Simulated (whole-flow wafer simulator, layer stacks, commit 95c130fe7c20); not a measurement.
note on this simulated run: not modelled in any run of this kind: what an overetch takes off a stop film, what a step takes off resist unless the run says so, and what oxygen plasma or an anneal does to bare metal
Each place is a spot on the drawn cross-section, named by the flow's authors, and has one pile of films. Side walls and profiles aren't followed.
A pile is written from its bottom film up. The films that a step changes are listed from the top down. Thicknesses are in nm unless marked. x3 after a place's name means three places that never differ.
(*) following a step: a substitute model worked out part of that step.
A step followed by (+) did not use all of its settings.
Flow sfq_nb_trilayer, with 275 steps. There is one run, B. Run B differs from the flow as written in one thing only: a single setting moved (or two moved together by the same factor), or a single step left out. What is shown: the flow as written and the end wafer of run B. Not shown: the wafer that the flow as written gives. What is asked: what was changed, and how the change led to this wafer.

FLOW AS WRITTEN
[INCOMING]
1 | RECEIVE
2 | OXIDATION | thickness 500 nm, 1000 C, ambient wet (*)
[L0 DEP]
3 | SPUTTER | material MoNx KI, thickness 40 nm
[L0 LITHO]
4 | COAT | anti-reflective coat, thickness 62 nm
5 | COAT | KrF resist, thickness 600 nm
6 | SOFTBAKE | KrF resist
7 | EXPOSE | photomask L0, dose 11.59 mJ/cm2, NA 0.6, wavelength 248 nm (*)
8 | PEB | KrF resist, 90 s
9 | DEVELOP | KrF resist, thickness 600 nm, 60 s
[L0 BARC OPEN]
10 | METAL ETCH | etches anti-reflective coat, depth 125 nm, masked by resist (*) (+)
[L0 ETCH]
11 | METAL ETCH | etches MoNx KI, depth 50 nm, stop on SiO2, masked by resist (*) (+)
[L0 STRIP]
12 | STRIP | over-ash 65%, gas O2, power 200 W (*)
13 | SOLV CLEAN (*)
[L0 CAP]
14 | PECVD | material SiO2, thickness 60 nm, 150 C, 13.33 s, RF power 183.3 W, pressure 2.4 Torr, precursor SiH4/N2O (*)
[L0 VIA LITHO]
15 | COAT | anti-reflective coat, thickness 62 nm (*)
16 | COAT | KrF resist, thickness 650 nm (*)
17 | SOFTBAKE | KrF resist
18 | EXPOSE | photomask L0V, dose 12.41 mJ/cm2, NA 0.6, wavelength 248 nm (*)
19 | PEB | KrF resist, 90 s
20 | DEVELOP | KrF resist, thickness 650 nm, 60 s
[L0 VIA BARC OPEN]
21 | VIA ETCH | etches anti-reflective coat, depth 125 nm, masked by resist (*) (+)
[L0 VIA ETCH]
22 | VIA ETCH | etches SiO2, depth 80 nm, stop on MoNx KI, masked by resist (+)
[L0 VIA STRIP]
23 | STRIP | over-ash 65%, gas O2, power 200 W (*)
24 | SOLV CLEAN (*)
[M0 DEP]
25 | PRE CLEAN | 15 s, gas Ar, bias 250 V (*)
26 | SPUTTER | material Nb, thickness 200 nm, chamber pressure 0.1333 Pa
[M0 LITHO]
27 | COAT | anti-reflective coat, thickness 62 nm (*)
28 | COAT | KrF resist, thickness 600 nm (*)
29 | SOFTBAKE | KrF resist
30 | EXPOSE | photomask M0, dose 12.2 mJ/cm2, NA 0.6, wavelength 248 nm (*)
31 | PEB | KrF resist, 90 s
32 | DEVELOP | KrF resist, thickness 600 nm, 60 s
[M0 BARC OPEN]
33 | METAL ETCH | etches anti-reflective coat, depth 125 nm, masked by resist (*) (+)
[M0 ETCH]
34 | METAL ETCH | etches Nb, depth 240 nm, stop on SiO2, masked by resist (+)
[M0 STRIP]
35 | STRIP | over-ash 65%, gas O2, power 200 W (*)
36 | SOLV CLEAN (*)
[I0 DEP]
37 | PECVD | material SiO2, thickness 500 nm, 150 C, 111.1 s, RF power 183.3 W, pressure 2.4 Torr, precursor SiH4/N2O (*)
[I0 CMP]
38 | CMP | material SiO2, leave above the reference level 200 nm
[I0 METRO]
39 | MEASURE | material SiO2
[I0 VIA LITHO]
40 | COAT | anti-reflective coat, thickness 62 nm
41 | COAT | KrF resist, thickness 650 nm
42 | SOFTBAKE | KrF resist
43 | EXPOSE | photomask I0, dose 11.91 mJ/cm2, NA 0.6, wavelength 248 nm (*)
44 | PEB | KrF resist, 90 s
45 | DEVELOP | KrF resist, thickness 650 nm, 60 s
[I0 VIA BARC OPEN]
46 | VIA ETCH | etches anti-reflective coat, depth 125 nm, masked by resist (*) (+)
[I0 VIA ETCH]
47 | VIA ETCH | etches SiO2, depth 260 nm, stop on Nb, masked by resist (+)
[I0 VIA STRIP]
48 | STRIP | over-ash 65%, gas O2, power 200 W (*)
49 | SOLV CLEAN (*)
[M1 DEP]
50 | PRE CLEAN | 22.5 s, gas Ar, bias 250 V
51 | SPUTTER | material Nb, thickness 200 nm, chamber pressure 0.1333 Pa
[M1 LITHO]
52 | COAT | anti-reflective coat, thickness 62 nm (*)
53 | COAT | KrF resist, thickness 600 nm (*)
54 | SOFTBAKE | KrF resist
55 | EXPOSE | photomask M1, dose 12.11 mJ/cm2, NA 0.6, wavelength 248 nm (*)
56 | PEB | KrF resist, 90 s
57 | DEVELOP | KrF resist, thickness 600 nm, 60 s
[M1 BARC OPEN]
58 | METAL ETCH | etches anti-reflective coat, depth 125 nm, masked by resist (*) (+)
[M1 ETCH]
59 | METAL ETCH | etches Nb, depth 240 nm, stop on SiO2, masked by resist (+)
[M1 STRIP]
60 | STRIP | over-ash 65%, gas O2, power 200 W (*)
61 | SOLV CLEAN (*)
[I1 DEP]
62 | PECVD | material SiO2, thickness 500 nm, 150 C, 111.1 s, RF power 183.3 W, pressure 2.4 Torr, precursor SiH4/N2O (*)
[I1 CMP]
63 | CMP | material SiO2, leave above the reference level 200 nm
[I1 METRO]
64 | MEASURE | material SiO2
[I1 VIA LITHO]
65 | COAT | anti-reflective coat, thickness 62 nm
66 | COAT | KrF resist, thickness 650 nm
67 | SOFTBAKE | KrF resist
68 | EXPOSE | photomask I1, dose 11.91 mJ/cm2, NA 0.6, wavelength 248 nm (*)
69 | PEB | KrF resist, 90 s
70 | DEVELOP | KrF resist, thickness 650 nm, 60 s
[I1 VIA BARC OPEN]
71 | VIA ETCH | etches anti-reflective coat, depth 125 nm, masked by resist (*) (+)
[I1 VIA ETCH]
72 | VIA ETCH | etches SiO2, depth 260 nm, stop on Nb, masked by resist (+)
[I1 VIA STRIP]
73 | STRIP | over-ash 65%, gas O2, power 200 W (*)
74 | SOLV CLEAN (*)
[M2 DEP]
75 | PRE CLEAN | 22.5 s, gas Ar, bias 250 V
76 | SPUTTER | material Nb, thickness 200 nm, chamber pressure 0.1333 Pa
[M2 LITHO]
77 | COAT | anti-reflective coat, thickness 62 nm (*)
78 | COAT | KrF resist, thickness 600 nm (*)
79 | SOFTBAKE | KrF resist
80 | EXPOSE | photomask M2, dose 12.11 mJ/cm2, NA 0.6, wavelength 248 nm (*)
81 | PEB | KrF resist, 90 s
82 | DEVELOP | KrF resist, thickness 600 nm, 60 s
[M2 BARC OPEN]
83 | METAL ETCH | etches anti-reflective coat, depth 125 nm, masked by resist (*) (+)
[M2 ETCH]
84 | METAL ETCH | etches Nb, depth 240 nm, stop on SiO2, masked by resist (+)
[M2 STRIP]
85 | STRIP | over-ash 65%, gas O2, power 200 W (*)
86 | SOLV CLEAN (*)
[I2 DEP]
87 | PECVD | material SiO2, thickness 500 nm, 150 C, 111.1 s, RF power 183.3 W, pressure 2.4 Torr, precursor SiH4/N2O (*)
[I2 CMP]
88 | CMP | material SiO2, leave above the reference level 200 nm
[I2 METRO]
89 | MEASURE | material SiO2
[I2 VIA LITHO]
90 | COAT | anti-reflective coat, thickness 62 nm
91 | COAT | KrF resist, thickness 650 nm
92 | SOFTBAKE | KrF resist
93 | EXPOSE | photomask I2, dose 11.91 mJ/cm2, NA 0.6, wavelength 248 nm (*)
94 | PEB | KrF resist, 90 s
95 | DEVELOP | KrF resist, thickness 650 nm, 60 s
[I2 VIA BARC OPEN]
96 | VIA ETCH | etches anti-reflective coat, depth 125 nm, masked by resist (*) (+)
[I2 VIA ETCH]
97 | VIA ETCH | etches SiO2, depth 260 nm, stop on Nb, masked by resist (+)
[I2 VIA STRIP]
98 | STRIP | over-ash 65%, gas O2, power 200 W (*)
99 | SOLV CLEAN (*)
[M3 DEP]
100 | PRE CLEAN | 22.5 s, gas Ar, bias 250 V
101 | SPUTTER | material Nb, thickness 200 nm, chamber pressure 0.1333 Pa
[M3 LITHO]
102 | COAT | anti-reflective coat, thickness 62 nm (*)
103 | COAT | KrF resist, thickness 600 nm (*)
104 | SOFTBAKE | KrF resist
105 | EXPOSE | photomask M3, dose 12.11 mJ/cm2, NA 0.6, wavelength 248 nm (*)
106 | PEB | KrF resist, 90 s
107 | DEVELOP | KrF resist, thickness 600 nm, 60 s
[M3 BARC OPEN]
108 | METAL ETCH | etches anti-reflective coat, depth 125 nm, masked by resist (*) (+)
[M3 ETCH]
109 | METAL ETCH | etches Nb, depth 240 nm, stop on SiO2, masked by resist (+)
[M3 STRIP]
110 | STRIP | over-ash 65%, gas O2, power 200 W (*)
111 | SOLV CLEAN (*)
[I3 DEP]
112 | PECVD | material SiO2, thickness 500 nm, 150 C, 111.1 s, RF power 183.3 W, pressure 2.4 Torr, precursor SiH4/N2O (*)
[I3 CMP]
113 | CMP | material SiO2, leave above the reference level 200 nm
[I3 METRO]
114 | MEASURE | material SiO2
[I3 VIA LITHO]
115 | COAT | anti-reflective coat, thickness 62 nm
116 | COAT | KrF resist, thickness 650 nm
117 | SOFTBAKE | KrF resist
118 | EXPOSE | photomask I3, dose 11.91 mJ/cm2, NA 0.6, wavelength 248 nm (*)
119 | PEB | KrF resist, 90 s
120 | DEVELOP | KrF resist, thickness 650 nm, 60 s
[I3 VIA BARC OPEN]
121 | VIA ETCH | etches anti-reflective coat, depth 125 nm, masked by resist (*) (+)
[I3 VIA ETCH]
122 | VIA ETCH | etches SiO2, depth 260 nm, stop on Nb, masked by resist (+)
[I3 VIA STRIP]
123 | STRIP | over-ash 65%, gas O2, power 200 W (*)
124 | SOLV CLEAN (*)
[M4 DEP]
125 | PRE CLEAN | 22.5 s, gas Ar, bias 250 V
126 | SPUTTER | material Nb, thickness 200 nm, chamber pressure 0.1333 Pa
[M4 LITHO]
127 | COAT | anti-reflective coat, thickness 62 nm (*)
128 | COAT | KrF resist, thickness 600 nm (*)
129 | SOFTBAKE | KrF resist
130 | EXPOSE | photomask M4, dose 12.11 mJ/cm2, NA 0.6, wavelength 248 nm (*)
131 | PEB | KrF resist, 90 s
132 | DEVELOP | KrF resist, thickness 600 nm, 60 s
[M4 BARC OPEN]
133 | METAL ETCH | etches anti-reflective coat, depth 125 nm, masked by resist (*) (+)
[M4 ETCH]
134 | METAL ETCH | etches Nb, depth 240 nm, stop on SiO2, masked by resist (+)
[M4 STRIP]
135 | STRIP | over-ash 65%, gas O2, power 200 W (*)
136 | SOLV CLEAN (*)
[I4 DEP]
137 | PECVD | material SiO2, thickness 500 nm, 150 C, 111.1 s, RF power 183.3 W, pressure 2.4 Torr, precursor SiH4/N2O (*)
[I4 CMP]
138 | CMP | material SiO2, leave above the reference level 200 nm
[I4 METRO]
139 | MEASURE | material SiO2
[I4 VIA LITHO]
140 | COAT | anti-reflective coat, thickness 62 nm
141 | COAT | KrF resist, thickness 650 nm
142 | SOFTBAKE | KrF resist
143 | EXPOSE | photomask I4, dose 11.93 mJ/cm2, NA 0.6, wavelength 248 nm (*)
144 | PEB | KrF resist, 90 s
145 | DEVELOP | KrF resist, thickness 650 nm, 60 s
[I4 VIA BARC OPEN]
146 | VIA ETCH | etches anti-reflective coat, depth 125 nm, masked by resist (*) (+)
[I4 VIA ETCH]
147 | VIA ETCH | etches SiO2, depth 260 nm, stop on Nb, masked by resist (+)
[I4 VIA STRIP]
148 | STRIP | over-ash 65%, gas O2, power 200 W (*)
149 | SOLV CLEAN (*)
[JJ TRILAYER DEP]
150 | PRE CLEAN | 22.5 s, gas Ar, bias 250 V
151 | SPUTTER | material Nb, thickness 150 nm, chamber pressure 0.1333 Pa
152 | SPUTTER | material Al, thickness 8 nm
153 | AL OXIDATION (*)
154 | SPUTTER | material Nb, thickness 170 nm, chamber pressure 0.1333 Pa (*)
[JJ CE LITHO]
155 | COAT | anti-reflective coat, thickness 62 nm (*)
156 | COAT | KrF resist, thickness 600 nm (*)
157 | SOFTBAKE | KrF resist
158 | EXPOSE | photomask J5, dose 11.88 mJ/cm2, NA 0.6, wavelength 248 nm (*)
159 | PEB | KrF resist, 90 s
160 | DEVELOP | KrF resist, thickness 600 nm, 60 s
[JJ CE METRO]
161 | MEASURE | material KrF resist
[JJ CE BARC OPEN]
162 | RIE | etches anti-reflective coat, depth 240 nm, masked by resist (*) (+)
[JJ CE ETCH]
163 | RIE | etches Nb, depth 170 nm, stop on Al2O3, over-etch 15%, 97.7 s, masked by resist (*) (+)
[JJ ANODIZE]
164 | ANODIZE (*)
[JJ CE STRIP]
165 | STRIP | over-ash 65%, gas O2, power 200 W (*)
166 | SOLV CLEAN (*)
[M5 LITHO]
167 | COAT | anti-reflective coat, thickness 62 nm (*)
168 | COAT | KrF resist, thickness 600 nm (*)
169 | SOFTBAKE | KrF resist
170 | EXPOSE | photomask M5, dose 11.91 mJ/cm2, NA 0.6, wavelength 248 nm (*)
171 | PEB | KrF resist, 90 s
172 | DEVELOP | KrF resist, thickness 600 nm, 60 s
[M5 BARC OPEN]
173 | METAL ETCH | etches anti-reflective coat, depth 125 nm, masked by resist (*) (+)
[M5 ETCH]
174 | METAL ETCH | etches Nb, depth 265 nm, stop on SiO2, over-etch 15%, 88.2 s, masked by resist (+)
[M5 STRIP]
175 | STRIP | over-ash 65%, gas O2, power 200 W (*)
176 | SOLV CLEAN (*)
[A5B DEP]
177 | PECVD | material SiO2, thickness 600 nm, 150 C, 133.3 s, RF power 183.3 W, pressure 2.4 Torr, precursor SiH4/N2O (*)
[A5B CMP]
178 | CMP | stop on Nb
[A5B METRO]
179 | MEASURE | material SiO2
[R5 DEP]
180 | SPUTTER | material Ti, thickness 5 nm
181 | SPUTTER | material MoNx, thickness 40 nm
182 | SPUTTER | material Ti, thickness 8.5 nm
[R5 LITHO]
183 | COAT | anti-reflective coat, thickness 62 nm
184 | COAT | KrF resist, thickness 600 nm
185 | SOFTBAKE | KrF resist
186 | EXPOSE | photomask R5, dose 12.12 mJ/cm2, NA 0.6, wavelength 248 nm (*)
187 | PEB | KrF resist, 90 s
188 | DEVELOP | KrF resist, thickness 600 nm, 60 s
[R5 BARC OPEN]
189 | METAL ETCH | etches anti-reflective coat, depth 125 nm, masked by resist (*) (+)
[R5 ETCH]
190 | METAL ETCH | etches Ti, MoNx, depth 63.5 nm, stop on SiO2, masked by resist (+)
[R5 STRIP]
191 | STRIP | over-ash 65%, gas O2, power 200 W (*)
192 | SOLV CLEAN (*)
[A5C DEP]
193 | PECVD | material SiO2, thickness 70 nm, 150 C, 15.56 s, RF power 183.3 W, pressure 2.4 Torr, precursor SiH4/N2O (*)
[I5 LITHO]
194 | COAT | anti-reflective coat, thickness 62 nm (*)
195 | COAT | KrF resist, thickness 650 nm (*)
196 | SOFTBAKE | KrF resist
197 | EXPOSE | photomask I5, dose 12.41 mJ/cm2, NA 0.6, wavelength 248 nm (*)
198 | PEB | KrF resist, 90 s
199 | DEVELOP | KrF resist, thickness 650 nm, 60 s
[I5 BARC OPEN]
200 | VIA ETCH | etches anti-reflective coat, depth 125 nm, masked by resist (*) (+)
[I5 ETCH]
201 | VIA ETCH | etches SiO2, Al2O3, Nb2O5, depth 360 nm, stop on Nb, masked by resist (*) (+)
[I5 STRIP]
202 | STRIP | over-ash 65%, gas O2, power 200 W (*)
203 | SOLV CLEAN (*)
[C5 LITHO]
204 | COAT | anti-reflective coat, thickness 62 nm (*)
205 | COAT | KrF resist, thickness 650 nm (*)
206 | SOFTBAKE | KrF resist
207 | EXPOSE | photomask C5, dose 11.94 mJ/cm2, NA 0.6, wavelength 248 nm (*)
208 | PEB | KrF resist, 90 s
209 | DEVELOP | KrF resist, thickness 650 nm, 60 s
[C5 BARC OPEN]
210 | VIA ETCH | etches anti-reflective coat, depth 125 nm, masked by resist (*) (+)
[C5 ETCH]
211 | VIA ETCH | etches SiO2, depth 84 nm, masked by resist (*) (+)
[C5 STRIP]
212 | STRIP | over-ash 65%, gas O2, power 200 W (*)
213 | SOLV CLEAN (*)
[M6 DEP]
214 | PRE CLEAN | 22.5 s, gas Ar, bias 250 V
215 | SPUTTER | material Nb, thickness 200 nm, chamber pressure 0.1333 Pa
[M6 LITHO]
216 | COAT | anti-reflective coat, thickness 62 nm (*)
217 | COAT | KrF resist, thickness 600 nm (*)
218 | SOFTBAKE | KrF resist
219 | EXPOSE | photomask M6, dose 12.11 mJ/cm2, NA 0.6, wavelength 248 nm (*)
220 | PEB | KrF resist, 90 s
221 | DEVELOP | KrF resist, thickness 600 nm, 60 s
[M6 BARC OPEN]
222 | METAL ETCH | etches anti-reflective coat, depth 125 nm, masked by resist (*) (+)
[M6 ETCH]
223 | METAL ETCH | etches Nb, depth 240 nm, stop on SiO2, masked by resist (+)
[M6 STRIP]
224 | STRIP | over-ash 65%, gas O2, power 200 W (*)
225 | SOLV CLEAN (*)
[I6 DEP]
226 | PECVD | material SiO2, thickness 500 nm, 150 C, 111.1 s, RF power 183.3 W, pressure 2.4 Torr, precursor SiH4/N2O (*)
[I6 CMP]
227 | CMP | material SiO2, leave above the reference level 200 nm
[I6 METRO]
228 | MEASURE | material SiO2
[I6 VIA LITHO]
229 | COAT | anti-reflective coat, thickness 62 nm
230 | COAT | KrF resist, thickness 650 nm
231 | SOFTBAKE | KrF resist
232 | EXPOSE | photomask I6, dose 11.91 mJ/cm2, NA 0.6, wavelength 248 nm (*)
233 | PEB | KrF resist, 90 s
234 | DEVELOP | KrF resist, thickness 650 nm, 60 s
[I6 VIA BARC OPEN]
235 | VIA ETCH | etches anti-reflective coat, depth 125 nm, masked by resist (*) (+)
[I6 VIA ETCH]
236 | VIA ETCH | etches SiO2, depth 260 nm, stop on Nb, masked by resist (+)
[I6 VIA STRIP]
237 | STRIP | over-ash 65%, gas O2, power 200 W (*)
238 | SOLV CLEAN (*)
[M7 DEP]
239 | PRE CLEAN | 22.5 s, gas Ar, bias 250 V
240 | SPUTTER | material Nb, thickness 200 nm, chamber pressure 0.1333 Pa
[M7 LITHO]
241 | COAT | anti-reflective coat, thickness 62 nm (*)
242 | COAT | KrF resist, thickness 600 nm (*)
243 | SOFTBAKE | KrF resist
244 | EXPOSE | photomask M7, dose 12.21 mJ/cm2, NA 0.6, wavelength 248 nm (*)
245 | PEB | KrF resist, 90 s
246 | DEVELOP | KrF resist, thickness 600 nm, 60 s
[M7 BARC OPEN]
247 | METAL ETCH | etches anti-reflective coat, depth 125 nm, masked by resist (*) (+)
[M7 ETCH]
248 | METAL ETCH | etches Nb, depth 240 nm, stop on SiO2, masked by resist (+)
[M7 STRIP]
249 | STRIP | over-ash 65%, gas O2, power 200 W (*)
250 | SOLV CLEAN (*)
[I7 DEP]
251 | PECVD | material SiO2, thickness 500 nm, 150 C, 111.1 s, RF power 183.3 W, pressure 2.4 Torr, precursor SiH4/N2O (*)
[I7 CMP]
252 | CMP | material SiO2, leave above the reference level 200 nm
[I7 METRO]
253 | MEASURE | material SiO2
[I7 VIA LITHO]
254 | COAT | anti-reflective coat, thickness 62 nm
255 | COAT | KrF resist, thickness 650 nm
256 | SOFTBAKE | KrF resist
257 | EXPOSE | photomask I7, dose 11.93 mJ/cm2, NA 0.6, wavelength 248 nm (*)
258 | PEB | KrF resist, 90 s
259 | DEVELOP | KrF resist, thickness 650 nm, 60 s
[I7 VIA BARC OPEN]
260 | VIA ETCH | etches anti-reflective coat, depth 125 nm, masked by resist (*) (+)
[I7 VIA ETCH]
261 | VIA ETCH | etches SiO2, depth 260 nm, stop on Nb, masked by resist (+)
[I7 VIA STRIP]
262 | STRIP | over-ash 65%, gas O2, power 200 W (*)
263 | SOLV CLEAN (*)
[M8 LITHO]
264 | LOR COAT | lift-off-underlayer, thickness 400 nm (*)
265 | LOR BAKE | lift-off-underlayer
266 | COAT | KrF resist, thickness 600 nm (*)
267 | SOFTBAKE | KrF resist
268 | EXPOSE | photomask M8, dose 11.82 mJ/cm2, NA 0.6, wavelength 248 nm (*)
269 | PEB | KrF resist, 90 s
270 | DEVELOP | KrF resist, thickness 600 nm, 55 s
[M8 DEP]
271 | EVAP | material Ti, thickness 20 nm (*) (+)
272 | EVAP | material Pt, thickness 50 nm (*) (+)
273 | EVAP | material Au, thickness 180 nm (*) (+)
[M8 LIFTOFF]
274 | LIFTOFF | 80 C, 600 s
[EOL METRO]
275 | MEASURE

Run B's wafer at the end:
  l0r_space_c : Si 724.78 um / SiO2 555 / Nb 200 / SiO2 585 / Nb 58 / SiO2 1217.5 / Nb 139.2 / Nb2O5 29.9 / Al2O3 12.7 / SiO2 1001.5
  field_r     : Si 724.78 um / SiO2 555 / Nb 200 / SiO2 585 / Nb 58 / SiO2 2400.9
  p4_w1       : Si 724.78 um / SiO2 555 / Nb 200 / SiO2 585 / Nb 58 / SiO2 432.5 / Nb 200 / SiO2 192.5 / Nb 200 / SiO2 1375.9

The reason: step 76, SPUTTER: thickness 298 nm was run, whereas the flow has thickness 200 nm.

The path from the change to this, step by step:
  76 | SPUTTER | material Nb, thickness 200 nm, chamber pressure 0.1333 Pa
      field_l, v_sur, via_wl and 102 more: +298 Nb (new film) (in the flow as written it would be: +200 Nb (new film))
      via_v: +261.5 Nb (in the flow as written it would be: +174.5 Nb)
  84 | METAL ETCH | etches Nb, depth 240 nm, stop on SiO2, masked by resist (+)
      field_l, be, be_sur and 81 more: -240 Nb (in the flow as written it would be: -200 Nb (all of it))
  87 | PECVD | material SiO2, thickness 500 nm, 150 C, 111.1 s, RF power 183.3 W, pressure 2.4 Torr, precursor SiH4/N2O (*)
      field_l, be, be_sur and 81 more: +500 SiO2 (new film) (in the flow as written it would be: +500 SiO2)
      via_v: +592.5 SiO2 (new film) (in the flow as written it would be: +606 SiO2 (new film))
  88 | CMP | material SiO2, leave above the reference level 200 nm
      field_l, be, be_sur and 81 more: -60 SiO2 (in the flow as written it would be: -100 SiO2)
      via_v: -157.1 SiO2 (in the flow as written it would be: -181.6 SiO2)
If metal films that touch count as one body, l0r_space_c has 3 bodies (between them, from the top down: SiO2 1217.5; SiO2 585); the flow as written gives 2 bodies (between them, from the top down: SiO2 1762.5).
If metal films that touch count as one body, field_r has 2 bodies (between them, from the top down: SiO2 585); the flow as written gives 1 body.
If metal films that touch count as one body, p4_w1 has 4 bodies (between them, from the top down: SiO2 192.5; SiO2 432.5; SiO2 585); the flow as written gives 3 bodies (between them, from the top down: SiO2 192.5; SiO2 977.5).
